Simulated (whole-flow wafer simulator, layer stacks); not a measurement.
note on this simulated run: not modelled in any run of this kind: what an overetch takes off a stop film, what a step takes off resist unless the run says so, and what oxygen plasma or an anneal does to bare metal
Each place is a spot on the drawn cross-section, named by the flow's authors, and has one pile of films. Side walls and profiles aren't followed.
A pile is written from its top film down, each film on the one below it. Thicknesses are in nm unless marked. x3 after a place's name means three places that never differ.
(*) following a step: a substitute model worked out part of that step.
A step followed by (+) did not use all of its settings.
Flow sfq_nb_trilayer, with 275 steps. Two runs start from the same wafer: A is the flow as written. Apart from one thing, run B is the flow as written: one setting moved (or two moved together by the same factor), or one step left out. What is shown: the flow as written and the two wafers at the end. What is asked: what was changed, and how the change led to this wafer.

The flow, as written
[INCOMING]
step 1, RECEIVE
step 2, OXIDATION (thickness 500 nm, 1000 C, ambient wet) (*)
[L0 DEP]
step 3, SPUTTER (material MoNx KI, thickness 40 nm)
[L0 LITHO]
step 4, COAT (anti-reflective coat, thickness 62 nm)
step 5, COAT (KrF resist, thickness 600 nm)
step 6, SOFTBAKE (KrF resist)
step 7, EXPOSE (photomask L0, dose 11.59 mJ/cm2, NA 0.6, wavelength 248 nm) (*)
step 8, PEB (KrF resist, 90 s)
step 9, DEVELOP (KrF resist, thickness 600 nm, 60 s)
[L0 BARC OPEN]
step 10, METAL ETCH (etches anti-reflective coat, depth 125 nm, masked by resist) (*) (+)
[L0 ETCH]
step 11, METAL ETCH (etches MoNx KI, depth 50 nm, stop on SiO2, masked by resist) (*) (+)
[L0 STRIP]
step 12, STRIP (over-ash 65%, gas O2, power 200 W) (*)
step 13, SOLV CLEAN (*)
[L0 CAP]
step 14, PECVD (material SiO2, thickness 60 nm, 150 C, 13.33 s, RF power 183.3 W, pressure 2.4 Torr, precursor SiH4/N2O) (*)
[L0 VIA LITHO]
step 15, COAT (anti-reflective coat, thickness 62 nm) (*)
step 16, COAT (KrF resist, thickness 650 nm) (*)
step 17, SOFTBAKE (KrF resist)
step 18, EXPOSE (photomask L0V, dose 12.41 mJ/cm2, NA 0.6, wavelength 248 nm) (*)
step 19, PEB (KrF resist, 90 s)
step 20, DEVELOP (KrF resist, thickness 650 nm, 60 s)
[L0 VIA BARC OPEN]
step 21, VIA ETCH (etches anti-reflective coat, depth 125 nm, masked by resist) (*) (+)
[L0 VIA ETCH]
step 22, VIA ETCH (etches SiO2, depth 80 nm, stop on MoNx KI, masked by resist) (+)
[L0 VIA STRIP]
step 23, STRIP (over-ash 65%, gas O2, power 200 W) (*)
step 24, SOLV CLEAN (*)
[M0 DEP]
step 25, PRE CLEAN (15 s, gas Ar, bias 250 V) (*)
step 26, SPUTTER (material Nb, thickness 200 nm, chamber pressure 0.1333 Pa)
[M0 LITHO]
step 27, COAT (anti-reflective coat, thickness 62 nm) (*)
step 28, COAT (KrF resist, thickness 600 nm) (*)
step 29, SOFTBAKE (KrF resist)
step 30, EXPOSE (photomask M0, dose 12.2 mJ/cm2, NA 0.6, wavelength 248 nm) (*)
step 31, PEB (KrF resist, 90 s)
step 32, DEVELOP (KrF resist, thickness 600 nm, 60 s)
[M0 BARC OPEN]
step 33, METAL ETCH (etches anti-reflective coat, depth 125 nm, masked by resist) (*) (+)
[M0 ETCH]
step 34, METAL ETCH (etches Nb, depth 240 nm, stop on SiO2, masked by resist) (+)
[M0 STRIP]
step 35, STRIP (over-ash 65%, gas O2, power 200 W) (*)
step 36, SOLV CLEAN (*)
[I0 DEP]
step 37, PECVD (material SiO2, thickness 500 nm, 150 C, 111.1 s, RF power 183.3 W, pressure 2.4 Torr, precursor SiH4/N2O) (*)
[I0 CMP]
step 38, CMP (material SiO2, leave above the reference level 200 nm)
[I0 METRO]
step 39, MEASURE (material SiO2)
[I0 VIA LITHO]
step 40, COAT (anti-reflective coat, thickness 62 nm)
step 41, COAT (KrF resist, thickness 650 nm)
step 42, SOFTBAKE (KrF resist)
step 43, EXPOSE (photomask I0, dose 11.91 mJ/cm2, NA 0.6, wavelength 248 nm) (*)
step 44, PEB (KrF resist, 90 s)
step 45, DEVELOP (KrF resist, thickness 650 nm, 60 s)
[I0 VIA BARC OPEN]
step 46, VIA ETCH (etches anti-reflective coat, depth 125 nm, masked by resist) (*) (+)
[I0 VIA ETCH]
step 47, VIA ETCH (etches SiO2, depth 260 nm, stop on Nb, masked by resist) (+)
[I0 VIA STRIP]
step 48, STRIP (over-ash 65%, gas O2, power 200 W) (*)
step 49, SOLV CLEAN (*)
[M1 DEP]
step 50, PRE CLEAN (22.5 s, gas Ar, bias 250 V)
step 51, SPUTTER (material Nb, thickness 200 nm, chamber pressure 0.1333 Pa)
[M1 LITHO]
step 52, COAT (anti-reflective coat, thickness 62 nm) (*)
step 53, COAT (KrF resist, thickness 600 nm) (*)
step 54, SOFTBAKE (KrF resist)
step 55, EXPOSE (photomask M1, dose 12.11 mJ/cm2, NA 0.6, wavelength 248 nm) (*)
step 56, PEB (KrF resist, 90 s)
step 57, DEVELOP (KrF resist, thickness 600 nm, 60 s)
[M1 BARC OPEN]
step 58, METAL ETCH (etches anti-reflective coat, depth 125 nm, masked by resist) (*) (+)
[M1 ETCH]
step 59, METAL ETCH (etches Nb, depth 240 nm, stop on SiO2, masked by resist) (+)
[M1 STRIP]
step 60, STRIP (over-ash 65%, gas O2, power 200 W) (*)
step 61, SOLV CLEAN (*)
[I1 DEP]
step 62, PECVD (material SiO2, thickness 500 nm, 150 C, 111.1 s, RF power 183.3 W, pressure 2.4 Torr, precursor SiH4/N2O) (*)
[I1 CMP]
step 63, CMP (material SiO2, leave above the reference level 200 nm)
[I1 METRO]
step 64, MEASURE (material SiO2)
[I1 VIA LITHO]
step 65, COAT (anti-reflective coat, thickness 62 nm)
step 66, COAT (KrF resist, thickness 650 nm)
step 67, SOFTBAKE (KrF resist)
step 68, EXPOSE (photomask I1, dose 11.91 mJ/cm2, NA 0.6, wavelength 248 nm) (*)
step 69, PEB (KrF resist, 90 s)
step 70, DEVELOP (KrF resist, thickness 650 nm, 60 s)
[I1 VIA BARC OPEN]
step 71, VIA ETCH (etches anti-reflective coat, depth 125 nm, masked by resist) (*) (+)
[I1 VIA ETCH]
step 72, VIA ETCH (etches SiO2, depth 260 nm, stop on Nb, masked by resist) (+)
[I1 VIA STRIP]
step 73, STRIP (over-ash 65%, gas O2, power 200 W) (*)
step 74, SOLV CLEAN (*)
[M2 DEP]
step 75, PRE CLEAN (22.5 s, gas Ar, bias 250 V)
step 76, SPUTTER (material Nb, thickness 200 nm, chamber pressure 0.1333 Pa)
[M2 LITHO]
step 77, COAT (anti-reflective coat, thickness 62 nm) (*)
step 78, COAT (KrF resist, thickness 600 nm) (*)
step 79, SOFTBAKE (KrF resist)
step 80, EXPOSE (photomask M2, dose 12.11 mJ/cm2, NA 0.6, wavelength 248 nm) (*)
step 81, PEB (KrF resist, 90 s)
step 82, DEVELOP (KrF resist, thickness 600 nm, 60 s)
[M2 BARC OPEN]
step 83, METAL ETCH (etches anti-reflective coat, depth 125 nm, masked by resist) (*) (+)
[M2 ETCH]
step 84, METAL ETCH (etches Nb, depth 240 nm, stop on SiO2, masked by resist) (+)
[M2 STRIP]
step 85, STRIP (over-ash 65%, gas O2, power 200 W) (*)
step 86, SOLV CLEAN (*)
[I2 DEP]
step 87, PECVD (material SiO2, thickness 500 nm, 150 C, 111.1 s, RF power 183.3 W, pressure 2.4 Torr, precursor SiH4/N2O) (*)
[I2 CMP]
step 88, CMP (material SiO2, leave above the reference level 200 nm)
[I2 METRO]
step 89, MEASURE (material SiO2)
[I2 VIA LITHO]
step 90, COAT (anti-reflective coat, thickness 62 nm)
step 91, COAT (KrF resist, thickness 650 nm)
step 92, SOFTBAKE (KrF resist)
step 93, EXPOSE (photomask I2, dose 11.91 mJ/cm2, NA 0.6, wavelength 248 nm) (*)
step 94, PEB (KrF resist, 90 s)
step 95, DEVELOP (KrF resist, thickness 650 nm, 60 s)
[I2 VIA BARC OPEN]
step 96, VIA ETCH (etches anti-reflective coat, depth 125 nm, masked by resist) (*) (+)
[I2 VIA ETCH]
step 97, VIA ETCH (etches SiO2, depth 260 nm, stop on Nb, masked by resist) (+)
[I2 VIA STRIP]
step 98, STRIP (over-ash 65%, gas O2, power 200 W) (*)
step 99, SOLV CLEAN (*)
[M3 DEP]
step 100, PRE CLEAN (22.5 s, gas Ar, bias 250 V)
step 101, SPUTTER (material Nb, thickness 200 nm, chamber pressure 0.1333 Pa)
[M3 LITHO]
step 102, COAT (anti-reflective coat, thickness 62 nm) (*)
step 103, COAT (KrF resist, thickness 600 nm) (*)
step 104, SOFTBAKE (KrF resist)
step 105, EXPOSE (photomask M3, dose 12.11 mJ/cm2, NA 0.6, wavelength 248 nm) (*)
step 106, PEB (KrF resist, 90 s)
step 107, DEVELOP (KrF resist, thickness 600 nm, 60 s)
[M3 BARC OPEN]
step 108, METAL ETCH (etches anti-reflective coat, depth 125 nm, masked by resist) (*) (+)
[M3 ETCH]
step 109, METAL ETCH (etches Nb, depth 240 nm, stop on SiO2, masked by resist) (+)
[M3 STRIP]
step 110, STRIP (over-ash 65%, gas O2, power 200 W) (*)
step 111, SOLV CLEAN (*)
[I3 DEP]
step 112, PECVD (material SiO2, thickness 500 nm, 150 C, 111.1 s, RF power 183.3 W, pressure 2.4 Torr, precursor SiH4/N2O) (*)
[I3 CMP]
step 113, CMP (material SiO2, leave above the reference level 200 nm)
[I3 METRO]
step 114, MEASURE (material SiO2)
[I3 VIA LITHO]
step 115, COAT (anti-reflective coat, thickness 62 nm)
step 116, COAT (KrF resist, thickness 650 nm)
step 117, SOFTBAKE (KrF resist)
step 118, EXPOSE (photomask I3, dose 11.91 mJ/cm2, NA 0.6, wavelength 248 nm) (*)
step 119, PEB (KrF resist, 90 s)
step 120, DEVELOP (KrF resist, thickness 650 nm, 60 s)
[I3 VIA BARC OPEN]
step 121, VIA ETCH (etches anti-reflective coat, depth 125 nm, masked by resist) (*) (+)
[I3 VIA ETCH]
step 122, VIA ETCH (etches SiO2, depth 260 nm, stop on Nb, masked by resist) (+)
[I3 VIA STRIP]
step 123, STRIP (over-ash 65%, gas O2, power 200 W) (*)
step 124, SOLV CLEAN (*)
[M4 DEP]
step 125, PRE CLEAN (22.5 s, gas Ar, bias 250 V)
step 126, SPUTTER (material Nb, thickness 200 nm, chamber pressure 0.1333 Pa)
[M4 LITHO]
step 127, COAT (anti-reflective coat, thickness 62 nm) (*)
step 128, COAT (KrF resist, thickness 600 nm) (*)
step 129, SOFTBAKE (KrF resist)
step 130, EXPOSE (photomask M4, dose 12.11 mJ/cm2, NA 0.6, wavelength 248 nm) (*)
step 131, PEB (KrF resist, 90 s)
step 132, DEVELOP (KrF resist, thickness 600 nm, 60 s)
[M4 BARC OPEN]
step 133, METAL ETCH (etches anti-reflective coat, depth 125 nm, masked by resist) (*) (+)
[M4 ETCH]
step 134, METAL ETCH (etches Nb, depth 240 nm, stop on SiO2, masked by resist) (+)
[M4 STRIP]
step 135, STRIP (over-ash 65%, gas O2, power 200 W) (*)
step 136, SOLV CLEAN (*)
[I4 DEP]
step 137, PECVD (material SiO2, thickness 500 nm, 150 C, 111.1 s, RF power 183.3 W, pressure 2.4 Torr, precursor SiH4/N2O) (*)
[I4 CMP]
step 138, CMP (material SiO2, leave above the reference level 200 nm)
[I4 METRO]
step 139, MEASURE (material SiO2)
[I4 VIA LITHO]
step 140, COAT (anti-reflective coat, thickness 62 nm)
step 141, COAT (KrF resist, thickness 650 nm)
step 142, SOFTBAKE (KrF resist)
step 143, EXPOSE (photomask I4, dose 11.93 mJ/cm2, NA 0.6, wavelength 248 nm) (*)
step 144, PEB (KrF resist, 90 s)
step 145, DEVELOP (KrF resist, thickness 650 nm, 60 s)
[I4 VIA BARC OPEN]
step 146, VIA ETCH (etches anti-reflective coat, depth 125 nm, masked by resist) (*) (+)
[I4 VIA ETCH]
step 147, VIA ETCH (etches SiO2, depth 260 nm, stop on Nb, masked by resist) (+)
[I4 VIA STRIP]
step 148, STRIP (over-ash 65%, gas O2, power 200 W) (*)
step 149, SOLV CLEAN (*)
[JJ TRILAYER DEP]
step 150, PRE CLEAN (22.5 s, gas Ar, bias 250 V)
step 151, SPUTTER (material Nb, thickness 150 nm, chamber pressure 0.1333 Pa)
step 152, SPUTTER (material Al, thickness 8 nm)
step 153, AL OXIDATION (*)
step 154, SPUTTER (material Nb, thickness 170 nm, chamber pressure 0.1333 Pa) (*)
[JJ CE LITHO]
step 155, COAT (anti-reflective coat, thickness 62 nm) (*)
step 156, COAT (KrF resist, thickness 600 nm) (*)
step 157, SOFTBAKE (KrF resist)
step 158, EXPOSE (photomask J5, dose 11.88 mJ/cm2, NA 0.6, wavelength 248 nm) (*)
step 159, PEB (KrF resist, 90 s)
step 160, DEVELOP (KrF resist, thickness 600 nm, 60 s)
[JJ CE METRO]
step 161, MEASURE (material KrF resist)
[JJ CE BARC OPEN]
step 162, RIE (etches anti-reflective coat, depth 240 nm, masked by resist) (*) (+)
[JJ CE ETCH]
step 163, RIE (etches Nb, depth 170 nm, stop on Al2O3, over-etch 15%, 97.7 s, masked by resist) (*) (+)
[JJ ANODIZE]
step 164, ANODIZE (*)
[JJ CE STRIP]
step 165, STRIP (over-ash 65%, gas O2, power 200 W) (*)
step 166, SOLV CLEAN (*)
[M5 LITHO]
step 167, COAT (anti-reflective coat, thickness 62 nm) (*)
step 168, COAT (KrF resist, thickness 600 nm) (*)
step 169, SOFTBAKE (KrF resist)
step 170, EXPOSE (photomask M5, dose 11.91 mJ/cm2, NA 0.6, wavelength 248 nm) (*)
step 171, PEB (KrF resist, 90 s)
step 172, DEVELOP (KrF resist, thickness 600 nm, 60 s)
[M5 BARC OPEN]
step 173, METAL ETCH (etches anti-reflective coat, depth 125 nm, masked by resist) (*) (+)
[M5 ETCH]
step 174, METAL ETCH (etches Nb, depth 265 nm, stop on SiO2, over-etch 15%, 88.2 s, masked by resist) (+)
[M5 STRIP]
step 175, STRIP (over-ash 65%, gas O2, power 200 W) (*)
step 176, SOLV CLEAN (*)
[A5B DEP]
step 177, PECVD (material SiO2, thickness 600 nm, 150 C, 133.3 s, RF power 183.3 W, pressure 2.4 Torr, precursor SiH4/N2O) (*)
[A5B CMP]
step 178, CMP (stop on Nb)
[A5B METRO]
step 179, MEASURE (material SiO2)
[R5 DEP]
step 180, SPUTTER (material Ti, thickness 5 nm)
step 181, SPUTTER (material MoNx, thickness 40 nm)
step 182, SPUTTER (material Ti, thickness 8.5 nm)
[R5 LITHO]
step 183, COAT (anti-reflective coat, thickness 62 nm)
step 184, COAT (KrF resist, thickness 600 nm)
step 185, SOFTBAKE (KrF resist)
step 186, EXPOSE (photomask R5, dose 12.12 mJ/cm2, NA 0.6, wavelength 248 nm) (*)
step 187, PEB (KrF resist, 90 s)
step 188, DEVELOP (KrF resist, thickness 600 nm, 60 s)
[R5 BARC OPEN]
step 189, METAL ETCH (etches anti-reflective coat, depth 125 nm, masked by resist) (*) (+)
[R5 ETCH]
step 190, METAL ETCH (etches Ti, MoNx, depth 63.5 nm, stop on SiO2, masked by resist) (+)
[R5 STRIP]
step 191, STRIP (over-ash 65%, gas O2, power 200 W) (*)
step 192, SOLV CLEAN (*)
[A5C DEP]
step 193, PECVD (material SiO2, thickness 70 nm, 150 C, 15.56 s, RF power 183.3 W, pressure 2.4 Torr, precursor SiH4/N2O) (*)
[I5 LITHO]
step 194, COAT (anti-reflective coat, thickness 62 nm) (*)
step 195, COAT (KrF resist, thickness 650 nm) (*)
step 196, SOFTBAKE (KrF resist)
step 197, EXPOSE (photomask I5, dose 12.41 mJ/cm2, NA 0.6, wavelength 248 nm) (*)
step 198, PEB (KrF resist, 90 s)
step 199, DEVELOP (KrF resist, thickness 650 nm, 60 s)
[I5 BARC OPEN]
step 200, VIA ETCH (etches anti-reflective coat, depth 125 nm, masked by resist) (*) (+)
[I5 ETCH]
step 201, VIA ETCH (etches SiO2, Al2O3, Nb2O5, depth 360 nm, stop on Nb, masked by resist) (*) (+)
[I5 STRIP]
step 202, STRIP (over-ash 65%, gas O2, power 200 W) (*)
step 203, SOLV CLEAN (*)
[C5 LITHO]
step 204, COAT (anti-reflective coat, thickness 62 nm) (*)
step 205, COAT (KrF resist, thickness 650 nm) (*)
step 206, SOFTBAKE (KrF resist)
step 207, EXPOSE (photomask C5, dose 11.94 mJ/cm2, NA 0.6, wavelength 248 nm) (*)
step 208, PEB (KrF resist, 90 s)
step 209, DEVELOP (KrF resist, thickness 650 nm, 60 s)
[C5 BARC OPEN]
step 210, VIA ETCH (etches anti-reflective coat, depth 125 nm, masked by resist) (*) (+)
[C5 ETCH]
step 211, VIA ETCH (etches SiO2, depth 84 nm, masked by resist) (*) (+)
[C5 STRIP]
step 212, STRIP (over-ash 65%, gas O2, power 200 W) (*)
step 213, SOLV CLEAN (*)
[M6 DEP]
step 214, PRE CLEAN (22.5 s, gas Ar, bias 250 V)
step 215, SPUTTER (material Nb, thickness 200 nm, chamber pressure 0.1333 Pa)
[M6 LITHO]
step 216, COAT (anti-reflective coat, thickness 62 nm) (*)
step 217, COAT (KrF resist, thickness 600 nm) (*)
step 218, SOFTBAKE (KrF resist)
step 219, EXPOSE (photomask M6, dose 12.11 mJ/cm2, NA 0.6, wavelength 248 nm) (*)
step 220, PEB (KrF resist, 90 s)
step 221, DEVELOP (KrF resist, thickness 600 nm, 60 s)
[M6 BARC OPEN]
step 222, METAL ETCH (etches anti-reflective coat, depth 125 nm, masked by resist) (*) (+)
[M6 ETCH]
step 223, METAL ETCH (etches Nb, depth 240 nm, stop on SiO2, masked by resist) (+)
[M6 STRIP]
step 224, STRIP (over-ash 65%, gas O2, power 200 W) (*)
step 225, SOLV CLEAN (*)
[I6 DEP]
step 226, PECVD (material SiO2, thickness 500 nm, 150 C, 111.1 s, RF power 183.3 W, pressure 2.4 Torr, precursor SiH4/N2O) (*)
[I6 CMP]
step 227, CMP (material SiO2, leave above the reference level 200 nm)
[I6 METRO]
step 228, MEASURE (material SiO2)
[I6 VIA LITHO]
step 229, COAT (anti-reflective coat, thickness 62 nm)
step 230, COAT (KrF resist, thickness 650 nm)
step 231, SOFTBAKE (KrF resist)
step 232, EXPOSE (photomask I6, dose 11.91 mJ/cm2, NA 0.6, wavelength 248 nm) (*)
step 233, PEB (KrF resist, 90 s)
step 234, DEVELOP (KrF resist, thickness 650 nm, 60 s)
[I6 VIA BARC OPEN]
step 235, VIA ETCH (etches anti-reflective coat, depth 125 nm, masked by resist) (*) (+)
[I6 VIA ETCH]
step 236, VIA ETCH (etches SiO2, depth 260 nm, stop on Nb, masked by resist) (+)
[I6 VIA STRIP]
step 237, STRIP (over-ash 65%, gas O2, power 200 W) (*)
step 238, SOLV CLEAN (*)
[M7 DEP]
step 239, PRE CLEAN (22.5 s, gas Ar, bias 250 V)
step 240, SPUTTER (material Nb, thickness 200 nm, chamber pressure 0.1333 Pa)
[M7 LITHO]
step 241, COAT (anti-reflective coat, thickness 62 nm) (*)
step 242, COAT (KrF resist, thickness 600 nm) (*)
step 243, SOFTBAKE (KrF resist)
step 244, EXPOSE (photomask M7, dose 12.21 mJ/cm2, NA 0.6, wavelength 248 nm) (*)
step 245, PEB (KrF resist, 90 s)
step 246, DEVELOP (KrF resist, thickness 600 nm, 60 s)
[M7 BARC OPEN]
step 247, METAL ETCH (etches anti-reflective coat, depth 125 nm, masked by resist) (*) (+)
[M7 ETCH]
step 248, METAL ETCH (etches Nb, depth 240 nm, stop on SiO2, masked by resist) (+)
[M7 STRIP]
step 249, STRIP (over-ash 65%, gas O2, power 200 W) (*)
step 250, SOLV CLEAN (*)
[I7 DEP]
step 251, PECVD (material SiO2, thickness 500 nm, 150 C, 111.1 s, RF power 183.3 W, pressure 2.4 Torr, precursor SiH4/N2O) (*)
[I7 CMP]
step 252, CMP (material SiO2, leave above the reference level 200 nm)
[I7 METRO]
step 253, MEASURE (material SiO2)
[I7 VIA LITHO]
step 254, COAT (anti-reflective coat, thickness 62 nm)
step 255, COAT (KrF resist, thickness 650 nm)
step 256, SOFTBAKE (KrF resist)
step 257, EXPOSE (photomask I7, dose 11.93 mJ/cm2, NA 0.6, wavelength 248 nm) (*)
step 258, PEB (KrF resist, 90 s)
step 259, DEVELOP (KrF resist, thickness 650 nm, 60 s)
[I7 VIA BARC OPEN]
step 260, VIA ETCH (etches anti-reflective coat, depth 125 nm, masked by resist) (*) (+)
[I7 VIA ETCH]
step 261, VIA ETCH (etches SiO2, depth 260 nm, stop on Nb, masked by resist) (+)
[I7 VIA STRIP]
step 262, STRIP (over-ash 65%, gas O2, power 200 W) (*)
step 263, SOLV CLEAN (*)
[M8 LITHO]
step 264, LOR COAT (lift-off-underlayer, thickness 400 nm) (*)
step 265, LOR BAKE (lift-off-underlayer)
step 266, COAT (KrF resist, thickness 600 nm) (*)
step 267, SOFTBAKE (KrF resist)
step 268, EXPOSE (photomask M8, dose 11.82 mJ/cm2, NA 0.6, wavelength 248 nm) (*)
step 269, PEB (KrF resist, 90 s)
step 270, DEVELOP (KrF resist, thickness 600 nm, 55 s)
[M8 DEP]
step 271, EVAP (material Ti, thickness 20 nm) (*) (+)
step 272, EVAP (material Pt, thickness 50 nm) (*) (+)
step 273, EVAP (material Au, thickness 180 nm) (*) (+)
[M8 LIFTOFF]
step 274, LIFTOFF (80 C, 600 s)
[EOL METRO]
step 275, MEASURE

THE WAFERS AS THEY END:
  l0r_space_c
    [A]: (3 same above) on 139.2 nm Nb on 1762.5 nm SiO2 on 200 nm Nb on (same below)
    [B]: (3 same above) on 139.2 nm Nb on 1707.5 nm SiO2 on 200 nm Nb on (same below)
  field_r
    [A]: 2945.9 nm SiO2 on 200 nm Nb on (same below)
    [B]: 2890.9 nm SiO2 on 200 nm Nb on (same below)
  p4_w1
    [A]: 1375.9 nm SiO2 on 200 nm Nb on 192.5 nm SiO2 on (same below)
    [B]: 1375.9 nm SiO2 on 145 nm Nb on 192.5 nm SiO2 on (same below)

Cause: step 126, SPUTTER: thickness 145 nm was run, whereas the flow has thickness 200 nm.
The wafer lets one read it off: p4_w1 has Nb 145, and step 126 as written asks for 200 nm.

Step by step, how the change led to this:
  step 126, SPUTTER (material Nb, thickness 200 nm, chamber pressure 0.1333 Pa)
      field_l, v_sur, via_wl and 102 more: A +200 Nb (new film) | B +145 Nb (new film)
      via_v: A +165.5 Nb | B +119.7 Nb
  step 127, COAT (anti-reflective coat, thickness 62 nm) (*)
      via_v: A +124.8 anti-reflective coat (new film) | B +121.8 anti-reflective coat (new film)
  step 134, METAL ETCH (etches Nb, depth 240 nm, stop on SiO2, masked by resist) (+)
      field_l, be, be_sur and 64 more: A -200 Nb (all of it) | B -145 Nb (all of it)
      v_sur, via_wl, via_w and 36 more: A -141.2 KrF resist | B -127.9 KrF resist
  step 135, STRIP (over-ash 65%, gas O2, power 200 W) (*)
      p4_fl, p4_fm, p4_w1 and 26 more: A -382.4 KrF resist (all of it), -62 anti-reflective coat (all of it) | B -395.6 KrF resist (all of it), -62 anti-reflective coat (all of it)
      ln_m5, lsp_m, ln_m6: A -381.9 KrF resist (all of it), -61.8 anti-reflective coat (all of it) | B -395.2 KrF resist (all of it), -61.8 anti-reflective coat (all of it)
      (and at 7 other places as well)
  step 137, PECVD (material SiO2, thickness 500 nm, 150 C, 111.1 s, RF power 183.3 W, pressure 2.4 Torr, precursor SiH4/N2O) (*)
      p3_s0, p3_s1, p3_s2, p3_s3, p3_s4, p3_s5: A +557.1 SiO2 | B +502.1 SiO2
      via_v: A +615 SiO2 (new film) | B +600.3 SiO2 (new film)
  step 138, CMP (material SiO2, leave above the reference level 200 nm)
      field_l, be, be_sur and 55 more: A -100 SiO2 | B -155 SiO2
      lsp_r, l0_sur, l0v: A -91.9 SiO2 | B -149.1 SiO2
      (and at 1 other place as well)
